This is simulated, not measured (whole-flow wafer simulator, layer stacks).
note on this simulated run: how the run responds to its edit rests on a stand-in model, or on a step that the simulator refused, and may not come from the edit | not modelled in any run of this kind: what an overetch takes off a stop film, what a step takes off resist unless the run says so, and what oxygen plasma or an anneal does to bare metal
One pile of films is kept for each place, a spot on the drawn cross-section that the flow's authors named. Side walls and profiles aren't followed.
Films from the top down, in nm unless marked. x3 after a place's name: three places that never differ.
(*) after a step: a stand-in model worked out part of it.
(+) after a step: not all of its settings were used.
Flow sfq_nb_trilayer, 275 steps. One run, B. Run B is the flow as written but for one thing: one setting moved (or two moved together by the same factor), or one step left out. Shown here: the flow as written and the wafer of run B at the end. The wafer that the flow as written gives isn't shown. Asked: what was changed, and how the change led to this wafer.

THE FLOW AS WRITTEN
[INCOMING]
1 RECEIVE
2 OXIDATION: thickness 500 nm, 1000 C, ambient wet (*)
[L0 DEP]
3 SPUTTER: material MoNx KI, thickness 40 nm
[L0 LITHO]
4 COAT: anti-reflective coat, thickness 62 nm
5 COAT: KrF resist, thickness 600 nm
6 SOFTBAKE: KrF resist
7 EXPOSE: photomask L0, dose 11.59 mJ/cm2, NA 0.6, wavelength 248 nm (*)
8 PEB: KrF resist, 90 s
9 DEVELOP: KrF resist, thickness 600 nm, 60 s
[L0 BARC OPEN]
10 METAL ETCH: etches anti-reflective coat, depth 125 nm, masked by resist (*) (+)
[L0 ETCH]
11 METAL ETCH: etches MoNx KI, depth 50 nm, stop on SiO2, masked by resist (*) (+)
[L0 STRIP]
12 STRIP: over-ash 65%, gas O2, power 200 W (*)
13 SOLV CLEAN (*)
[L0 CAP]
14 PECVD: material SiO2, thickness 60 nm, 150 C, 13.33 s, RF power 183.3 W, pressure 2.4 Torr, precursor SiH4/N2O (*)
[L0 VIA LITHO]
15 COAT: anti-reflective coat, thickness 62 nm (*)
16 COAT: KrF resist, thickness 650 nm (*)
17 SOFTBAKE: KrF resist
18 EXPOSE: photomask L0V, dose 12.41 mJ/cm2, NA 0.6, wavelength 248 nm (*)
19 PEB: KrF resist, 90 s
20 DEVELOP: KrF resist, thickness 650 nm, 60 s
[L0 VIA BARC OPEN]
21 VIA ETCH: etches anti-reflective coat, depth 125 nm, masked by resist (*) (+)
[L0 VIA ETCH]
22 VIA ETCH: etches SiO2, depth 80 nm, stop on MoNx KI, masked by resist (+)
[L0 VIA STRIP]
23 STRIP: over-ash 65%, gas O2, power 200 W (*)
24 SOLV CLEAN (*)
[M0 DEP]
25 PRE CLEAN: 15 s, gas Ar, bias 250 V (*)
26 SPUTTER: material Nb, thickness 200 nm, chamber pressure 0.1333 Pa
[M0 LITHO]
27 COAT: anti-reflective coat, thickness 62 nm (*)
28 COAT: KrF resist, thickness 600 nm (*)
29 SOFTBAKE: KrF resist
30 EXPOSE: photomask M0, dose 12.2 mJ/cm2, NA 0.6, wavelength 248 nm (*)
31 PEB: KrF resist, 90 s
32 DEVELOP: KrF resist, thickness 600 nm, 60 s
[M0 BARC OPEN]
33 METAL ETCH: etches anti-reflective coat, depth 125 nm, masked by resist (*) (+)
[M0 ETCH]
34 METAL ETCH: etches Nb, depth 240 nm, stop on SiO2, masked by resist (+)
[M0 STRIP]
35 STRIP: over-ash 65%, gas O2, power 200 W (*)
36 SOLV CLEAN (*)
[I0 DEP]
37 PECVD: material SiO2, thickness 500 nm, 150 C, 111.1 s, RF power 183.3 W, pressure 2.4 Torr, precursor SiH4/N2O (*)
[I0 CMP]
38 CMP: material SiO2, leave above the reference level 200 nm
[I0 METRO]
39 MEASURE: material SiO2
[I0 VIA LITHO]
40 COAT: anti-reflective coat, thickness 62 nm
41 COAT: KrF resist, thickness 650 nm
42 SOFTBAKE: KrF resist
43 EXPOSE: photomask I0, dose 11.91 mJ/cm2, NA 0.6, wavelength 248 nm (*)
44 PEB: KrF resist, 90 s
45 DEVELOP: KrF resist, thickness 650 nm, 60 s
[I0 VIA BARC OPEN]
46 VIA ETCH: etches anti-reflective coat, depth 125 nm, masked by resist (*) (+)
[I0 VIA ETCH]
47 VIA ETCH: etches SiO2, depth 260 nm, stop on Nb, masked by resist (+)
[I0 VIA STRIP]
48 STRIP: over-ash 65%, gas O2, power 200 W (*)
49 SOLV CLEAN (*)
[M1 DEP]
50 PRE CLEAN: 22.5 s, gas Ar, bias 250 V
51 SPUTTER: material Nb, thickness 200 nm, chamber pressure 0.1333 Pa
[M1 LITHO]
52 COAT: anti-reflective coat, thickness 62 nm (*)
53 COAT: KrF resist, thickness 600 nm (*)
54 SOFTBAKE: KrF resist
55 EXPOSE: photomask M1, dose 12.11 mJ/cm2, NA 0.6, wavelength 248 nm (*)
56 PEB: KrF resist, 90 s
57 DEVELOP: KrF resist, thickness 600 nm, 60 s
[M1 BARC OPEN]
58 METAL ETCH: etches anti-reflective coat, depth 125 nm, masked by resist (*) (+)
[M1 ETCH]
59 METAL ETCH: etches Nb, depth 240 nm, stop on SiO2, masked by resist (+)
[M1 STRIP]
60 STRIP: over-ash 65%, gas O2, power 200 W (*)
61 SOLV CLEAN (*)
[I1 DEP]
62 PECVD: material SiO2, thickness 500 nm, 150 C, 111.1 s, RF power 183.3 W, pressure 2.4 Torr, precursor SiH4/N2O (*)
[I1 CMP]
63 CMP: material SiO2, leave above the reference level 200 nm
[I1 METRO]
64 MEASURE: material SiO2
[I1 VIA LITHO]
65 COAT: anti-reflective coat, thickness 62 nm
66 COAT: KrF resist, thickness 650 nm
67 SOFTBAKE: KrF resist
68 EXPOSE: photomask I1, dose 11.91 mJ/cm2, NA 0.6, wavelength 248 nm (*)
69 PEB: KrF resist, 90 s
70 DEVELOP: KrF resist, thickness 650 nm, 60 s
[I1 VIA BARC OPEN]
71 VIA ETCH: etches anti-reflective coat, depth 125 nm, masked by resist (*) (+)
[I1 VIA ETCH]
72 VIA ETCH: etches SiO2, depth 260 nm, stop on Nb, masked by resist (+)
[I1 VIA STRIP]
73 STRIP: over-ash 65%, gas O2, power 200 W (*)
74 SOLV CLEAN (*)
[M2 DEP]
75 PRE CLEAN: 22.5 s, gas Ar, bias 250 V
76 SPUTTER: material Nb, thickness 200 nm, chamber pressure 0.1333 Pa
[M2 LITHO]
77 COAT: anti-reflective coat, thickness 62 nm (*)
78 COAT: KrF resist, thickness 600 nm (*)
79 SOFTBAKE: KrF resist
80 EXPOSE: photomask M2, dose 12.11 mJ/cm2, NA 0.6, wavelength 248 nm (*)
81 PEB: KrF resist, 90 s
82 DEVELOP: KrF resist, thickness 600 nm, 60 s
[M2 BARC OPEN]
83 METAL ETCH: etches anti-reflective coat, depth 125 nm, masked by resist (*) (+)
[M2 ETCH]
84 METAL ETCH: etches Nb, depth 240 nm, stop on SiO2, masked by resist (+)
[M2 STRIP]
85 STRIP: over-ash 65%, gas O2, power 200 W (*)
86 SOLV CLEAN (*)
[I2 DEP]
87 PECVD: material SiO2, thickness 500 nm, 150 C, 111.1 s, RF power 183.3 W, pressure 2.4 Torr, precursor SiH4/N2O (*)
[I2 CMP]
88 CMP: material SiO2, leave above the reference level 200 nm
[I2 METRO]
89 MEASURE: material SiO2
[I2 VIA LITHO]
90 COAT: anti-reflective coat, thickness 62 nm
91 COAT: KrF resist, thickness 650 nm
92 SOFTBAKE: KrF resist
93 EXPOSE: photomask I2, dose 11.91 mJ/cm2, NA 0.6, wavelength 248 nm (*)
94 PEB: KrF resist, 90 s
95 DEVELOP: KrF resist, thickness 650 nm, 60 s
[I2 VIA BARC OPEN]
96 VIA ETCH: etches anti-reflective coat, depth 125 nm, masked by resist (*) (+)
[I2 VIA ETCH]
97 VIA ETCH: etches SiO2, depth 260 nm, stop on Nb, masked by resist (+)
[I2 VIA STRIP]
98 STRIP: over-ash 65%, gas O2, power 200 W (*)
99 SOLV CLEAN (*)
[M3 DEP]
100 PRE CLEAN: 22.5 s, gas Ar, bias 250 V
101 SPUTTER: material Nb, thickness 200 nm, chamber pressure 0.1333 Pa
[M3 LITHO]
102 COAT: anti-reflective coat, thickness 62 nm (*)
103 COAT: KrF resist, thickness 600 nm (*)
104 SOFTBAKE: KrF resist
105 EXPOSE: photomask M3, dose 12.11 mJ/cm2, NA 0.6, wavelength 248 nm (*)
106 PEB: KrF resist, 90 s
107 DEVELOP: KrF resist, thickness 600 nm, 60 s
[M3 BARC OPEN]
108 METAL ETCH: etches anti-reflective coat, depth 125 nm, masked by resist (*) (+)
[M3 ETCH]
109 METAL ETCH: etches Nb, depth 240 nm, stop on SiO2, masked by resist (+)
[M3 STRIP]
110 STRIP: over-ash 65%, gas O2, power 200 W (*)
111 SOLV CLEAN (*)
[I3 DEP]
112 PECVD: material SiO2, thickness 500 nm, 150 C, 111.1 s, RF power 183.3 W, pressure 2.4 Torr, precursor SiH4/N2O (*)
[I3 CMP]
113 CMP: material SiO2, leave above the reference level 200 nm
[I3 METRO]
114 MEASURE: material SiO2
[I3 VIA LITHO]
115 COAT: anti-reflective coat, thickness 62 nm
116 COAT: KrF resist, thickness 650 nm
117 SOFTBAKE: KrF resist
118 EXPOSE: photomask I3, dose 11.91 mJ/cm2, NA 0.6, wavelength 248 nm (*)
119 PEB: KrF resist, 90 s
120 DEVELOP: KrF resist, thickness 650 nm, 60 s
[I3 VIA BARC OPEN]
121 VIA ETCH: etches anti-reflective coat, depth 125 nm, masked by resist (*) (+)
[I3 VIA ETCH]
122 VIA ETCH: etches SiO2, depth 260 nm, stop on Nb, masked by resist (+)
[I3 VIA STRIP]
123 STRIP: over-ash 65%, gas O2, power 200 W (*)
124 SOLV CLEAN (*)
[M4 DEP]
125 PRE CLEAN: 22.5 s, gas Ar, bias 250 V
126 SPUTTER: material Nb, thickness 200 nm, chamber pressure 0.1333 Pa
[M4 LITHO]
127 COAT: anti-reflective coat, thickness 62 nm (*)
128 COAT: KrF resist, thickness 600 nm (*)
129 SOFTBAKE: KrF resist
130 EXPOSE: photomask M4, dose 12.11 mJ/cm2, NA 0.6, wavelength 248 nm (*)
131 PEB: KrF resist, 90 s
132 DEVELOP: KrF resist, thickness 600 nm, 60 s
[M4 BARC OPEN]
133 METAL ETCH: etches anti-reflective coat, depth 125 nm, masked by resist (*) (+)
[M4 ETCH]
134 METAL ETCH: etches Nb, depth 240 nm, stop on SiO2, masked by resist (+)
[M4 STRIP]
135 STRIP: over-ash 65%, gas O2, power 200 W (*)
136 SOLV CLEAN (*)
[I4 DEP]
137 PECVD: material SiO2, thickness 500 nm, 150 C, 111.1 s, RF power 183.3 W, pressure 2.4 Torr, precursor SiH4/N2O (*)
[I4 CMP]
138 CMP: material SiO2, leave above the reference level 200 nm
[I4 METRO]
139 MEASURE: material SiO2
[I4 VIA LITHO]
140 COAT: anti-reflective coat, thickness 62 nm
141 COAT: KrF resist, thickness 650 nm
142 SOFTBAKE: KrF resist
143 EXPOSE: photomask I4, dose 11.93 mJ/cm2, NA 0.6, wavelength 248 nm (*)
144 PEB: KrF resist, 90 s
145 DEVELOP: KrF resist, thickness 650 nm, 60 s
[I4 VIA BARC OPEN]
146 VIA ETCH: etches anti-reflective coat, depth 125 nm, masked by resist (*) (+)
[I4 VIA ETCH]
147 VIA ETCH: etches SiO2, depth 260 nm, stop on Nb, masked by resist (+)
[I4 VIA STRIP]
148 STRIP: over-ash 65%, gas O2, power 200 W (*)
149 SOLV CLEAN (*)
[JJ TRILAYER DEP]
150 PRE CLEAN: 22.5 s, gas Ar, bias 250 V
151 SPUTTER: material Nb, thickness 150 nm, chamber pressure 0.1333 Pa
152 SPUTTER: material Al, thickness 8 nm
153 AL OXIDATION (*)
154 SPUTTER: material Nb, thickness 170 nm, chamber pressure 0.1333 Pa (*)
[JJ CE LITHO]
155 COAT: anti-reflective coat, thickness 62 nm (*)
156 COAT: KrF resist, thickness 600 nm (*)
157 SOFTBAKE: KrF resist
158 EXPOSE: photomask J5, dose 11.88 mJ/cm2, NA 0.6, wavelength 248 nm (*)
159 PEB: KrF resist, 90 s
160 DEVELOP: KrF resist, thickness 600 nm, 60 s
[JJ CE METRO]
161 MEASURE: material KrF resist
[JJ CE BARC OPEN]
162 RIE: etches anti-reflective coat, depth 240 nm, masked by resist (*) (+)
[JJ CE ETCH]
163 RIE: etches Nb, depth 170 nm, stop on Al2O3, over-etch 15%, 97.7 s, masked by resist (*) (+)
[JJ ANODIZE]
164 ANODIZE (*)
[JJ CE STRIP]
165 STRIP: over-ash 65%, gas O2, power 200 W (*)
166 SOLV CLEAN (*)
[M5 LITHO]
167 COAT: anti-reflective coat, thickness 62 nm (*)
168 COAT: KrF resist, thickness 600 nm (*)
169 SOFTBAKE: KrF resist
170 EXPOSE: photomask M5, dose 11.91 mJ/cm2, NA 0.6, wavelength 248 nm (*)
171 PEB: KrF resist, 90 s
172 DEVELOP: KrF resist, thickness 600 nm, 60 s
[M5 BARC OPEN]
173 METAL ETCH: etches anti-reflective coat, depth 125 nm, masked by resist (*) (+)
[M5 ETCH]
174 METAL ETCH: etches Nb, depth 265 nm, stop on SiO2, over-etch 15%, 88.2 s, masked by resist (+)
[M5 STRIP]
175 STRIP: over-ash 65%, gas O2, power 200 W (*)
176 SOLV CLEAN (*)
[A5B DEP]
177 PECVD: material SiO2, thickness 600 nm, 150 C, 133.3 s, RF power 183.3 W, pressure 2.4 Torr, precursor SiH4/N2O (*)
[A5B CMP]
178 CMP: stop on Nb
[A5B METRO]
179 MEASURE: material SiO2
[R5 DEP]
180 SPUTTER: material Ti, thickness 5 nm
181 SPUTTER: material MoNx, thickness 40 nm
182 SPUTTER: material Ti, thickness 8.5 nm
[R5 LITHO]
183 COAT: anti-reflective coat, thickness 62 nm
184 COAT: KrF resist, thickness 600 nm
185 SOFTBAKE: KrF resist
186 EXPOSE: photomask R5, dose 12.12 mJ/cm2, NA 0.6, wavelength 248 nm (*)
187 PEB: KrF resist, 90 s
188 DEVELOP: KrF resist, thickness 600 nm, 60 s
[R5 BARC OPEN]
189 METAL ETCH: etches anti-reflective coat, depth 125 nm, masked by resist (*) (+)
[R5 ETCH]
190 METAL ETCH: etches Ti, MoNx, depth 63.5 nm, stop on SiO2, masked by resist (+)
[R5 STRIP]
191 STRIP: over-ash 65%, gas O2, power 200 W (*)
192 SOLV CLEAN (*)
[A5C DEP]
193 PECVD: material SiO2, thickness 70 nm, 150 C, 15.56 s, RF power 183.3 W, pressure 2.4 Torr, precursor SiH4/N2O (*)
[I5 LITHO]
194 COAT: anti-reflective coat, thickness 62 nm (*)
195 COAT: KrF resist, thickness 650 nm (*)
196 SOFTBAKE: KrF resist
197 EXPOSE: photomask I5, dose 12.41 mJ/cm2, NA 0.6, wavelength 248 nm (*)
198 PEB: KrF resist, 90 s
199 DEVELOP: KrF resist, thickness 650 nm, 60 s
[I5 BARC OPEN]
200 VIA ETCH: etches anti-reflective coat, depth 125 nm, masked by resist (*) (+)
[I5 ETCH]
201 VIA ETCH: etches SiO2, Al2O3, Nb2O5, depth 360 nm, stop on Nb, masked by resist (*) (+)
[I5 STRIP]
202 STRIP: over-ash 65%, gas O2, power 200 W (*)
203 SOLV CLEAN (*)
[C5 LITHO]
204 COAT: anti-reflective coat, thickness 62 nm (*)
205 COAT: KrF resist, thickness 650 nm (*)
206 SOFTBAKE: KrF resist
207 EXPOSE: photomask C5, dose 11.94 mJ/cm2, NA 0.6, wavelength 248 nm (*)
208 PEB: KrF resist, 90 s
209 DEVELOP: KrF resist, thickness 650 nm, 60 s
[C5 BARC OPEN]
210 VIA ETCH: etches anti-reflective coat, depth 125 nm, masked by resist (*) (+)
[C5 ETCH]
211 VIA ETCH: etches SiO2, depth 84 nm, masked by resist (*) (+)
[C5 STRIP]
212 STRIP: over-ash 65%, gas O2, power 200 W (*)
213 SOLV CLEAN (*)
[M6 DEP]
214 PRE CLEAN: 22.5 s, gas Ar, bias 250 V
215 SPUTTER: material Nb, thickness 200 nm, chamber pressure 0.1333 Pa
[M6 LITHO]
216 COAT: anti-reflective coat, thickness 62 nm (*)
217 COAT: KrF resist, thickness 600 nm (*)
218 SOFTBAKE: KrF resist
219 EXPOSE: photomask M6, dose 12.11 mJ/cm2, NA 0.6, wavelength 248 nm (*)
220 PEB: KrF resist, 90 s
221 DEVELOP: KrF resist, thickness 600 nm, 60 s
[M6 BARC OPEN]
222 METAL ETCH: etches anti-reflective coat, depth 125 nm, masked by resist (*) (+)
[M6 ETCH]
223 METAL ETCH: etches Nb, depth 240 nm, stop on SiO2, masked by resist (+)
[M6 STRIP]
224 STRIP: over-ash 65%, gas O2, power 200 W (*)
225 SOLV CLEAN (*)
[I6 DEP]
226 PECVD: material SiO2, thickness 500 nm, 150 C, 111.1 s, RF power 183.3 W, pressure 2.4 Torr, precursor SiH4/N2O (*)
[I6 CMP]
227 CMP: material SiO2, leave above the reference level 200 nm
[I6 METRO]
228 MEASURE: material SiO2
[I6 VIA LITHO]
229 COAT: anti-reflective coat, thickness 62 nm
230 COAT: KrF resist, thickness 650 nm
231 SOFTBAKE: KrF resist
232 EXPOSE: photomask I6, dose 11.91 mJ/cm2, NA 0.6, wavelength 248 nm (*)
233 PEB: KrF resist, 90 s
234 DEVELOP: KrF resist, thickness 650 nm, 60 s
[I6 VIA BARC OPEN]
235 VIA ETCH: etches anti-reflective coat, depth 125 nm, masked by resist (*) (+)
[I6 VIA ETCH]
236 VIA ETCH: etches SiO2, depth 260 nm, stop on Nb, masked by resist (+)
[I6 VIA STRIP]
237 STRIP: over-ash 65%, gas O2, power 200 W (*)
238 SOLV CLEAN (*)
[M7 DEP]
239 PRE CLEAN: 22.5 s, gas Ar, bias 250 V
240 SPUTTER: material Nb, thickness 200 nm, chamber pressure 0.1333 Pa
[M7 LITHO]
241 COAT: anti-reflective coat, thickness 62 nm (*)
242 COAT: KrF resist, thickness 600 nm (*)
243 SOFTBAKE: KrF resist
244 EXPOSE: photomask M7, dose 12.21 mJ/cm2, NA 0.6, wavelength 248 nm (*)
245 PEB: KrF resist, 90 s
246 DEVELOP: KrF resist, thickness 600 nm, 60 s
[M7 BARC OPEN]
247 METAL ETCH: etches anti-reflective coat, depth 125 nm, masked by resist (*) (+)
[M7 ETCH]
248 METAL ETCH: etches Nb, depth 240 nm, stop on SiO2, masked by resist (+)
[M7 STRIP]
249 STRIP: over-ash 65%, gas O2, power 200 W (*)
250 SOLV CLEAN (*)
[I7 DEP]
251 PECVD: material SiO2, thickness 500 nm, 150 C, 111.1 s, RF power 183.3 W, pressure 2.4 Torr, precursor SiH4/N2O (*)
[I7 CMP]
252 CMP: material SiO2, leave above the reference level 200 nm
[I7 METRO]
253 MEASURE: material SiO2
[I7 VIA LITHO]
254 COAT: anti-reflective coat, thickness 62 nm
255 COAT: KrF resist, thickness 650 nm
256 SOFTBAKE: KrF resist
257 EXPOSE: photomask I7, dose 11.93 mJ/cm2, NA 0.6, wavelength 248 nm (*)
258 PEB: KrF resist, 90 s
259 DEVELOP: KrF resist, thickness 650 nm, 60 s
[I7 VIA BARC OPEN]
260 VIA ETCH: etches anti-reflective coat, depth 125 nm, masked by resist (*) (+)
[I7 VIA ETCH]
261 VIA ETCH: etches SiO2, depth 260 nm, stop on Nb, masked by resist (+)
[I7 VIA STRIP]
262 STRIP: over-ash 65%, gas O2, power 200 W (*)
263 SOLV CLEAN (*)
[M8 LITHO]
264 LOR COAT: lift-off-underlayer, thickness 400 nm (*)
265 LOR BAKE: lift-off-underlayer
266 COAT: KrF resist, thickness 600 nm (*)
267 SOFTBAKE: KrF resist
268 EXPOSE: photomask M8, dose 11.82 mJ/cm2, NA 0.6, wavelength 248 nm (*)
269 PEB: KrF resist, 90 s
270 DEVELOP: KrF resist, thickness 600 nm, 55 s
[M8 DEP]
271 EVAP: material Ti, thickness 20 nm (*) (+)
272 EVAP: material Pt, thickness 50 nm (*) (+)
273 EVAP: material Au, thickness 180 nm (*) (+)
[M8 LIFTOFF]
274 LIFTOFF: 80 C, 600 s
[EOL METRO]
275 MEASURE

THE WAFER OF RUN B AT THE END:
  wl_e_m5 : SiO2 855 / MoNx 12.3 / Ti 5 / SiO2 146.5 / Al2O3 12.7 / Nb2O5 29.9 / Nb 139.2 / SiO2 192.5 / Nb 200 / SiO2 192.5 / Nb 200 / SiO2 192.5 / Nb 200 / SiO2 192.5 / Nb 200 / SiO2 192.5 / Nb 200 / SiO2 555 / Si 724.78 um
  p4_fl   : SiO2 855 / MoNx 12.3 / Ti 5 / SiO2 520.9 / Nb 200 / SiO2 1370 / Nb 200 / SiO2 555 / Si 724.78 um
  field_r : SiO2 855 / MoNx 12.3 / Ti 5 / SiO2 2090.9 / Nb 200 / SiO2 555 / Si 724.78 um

The cause: step 190, METAL ETCH: depth 36.2 nm was run, where the flow has depth 63.5 nm.

How the change led to this, step by step:
  190 METAL ETCH: etches Ti, MoNx, depth 63.5 nm, stop on SiO2, masked by resist (+)
      field_l, v_sur, via_wl and 92 more: Ti -8.5 (all of it), MoNx -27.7 (as written it would be: Ti -8.5 (all of it), MoNx -40 (all of it), Ti -5 (all of it))
      ce_l, c5j, ce_r, wl_jj: Ti -8.5 (all of it), MoNx -27.7 (as written it would be: Ti -8.5 (all of it), MoNx -40 (all of it), Ti -5 (all of it), Nb -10)
      (and at 7 more places)
  191 STRIP: over-ash 65%, gas O2, power 200 W (*)
      be_r, r_sur, res, r_end, r5r_line_l, r5r_line_c, r5r_line_r: KrF resist -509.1 (all of it), anti-reflective coat -62 (all of it) (as written it would be: KrF resist -498.2 (all of it), anti-reflective coat -62 (all of it))
  193 PECVD: material SiO2, thickness 70 nm, 150 C, 15.56 s, RF power 183.3 W, pressure 2.4 Torr, precursor SiH4/N2O (*)
      field_l, v_sur, via_wl and 92 more: SiO2 +70 (new film) (as written it would be: SiO2 +70)
  194 COAT: anti-reflective coat, thickness 62 nm (*)
      wl_j_sl, wl_j_sr: anti-reflective coat +62 (new film) (as written it would be: anti-reflective coat +60.2 (new film))
      r5r_spacepad_l, r5r_spacepad_r: anti-reflective coat +76.9 (new film) (as written it would be: anti-reflective coat +84.4 (new film))
      (and at 14 more places)
  201 VIA ETCH: etches SiO2, Al2O3, Nb2O5, depth 360 nm, stop on Nb, masked by resist (*) (+)
      be: SiO2 -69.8 (all of it), MoNx -12.3 (all of it), Ti -5 (all of it), SiO2 -146.5 (all of it), Al2O3 -12.7 (all of it), Nb2O5 -29.9 (all of it) (as written it would be: SiO2 -216.4 (all of it), Al2O3 -12.7 (all of it), Nb2O5 -29.9 (all of it))
  202 STRIP: over-ash 65%, gas O2, power 200 W (*)
      wl_j_sl, wl_j_sr: KrF resist -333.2 (all of it), anti-reflective coat -62 (all of it) (as written it would be: KrF resist -333.3 (all of it), anti-reflective coat -60.2 (all of it))
      r5r_spacepad_l, r5r_spacepad_r: KrF resist -334.9 (all of it), anti-reflective coat -76.9 (all of it) (as written it would be: KrF resist -335.6 (all of it), anti-reflective coat -84.4 (all of it))
      (and at 14 more places)
  204 COAT: anti-reflective coat, thickness 62 nm (*)
      wl_j_sl, wl_j_sr: anti-reflective coat +62 (new film) (as written it would be: anti-reflective coat +60.2 (new film))
      r5r_spacepad_l, r5r_spacepad_r: anti-reflective coat +76.9 (new film) (as written it would be: anti-reflective coat +84.4 (new film))
      (and at 14 more places)
  210 VIA ETCH: etches anti-reflective coat, depth 125 nm, masked by resist (*) (+)
      field_l, v_sur, via_wl and 101 more: KrF resist -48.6 (as written it would be: KrF resist -47.4)
      c5j: anti-reflective coat -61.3 (all of it), SiO2 -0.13 (as written it would be: anti-reflective coat -63.9 (all of it), SiO2 -0.11)
      (and at 1 more place)
  211 VIA ETCH: etches SiO2, depth 84 nm, masked by resist (*) (+)
      c5j: SiO2 -69.9 (all of it) (as written it would be: SiO2 -69.9 (all of it), Nb -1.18)
  212 STRIP: over-ash 65%, gas O2, power 200 W (*)
      wl_j_sl, wl_j_sr: KrF resist -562 (all of it), anti-reflective coat -62 (all of it) (as written it would be: KrF resist -563.4 (all of it), anti-reflective coat -60.2 (all of it))
      r5r_spacepad_l, r5r_spacepad_r: KrF resist -563.7 (all of it), anti-reflective coat -76.9 (all of it) (as written it would be: KrF resist -565.8 (all of it), anti-reflective coat -84.4 (all of it))
      (and at 12 more places)
  214 PRE CLEAN: 22.5 s, gas Ar, bias 250 V
      c5j: MoNx -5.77 (as written it would be: Nb -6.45)
  215 SPUTTER: material Nb, thickness 200 nm, chamber pressure 0.1333 Pa
      c5j: Nb +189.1 (new film) (as written it would be: Nb +188.4)
      be: Nb +143.5 (as written it would be: Nb +147.3)
  216 COAT: anti-reflective coat, thickness 62 nm (*)
      r5r_line_l, r5r_line_c, r5r_line_r: anti-reflective coat +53 (new film) (as written it would be: anti-reflective coat +50 (new film))
      wl_j_sl, wl_j_sr: anti-reflective coat +62 (new film) (as written it would be: anti-reflective coat +60.2 (new film))
      (and at 14 more places)
  222 METAL ETCH: etches anti-reflective coat, depth 125 nm, masked by resist (*) (+)
      r5r_line_l, r5r_line_c, r5r_line_r: anti-reflective coat -53 (all of it) (as written it would be: anti-reflective coat -50 (all of it))
      r5r_spacepad_l, r5r_spacepad_r: anti-reflective coat -77.5 (all of it) (as written it would be: anti-reflective coat -85.7 (all of it))
      (and at 2 more places)
  224 STRIP: over-ash 65%, gas O2, power 200 W (*)
      wl_j_sl, wl_j_sr: KrF resist -382.4 (all of it), anti-reflective coat -62 (all of it) (as written it would be: KrF resist -382.5 (all of it), anti-reflective coat -60.2 (all of it))
      be: KrF resist -590.5 (all of it), anti-reflective coat -139.6 (all of it) (as written it would be: KrF resist -575.8 (all of it), anti-reflective coat -136.7 (all of it))
      (and at 9 more places)
  226 PECVD: material SiO2, thickness 500 nm, 150 C, 111.1 s, RF power 183.3 W, pressure 2.4 Torr, precursor SiH4/N2O (*)
      r5r_spacepad_l, r5r_spacepad_r: SiO2 +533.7 (as written it would be: SiO2 +553.5)
      be: SiO2 +714.7 (new film) (as written it would be: SiO2 +693.5 (new film))
  227 CMP: material SiO2, leave above the reference level 200 nm
      ce_l, ce_r, wl_jj: SiO2 -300 (as written it would be: SiO2 -290)
      be_r, r_sur, r_end: SiO2 -336.2 (as written it would be: SiO2 -353.5)
      (and at 7 more places)
Counting metal films that touch as one body, wl_e_m5 has 7 bodies (between them, from the top down: SiO2 146.5 / Al2O3 12.7 / Nb2O5 29.9; SiO2 192.5; SiO2 192.5; SiO2 192.5; SiO2 192.5; SiO2 192.5); the flow as written gives 6 bodies (between them, from the top down: SiO2 192.5; SiO2 192.5; SiO2 192.5; SiO2 192.5; SiO2 192.5).
Counting metal films that touch as one body, p4_fl has 3 bodies (between them, from the top down: SiO2 520.9; SiO2 1370); the flow as written gives 2 bodies (between them, from the top down: SiO2 1370).
Counting metal films that touch as one body, field_r has 2 bodies (between them, from the top down: SiO2 2090.9); the flow as written gives 1 body.
